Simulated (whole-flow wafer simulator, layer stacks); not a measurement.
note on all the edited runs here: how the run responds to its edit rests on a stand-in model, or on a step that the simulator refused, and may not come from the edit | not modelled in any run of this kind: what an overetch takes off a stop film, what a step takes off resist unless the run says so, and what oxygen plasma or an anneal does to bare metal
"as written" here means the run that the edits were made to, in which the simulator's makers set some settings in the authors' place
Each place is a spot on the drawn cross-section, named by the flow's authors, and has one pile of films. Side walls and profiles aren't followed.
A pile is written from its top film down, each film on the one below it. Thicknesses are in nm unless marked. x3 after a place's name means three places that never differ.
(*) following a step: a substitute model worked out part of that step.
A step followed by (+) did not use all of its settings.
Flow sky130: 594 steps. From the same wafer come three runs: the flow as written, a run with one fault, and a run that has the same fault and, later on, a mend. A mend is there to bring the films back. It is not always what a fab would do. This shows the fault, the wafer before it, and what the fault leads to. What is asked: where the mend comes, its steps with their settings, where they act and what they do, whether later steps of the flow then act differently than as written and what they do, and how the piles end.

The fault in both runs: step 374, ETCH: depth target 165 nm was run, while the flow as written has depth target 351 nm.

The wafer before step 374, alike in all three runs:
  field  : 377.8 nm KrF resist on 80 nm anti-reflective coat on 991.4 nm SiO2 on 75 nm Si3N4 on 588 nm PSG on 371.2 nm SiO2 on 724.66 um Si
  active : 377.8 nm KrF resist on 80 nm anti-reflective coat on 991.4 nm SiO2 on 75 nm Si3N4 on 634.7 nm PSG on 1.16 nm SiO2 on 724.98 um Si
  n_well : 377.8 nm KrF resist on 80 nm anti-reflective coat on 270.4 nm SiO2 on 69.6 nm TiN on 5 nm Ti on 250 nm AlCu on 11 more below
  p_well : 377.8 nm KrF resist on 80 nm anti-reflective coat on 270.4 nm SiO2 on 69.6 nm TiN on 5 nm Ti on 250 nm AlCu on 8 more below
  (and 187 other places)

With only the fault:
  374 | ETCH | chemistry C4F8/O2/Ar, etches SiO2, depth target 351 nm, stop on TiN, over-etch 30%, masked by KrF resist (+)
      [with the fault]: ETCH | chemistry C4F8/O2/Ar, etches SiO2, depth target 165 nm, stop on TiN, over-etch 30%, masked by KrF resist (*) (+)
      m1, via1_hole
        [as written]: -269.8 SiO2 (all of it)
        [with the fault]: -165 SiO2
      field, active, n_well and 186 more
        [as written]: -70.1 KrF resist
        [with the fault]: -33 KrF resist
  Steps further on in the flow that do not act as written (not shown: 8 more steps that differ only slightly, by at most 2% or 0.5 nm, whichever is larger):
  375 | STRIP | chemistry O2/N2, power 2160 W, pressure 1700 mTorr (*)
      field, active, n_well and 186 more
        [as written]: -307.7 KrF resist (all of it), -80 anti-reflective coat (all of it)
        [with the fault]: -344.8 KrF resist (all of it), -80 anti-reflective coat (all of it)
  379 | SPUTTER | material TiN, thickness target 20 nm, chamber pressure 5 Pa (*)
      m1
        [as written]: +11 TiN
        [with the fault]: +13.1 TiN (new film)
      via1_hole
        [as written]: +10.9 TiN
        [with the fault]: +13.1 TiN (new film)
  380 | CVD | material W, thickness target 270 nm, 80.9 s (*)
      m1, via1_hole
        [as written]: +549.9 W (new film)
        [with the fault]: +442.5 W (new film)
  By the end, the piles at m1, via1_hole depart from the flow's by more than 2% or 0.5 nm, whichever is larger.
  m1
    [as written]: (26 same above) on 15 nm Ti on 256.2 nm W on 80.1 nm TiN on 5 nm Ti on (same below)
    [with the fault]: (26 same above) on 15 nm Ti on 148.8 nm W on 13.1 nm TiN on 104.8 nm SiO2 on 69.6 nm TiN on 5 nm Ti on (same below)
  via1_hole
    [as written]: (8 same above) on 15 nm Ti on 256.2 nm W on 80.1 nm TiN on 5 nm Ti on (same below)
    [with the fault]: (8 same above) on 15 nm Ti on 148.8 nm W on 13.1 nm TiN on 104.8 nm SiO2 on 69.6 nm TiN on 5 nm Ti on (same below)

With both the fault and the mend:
  The mend stands after step 374.
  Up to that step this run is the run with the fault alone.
  374a | ETCH | chemistry C4F8/O2/Ar, etches SiO2, depth target 186 nm, stop on TiN, over-etch 30%, masked by KrF resist (+) (a further turn of the flow's step 374, with different settings)
      field, active, n_well and 186 more
        -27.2 KrF resist
      m1, via1_hole
        -104.8 SiO2 (all of it)
  Steps further on in the flow that do not act as written:
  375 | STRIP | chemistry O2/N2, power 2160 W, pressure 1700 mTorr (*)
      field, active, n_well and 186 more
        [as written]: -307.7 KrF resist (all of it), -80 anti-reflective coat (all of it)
        [with the mend]: -317.6 KrF resist (all of it), -80 anti-reflective coat (all of it)
  The piles end the same as the flow's at every place that both follow.
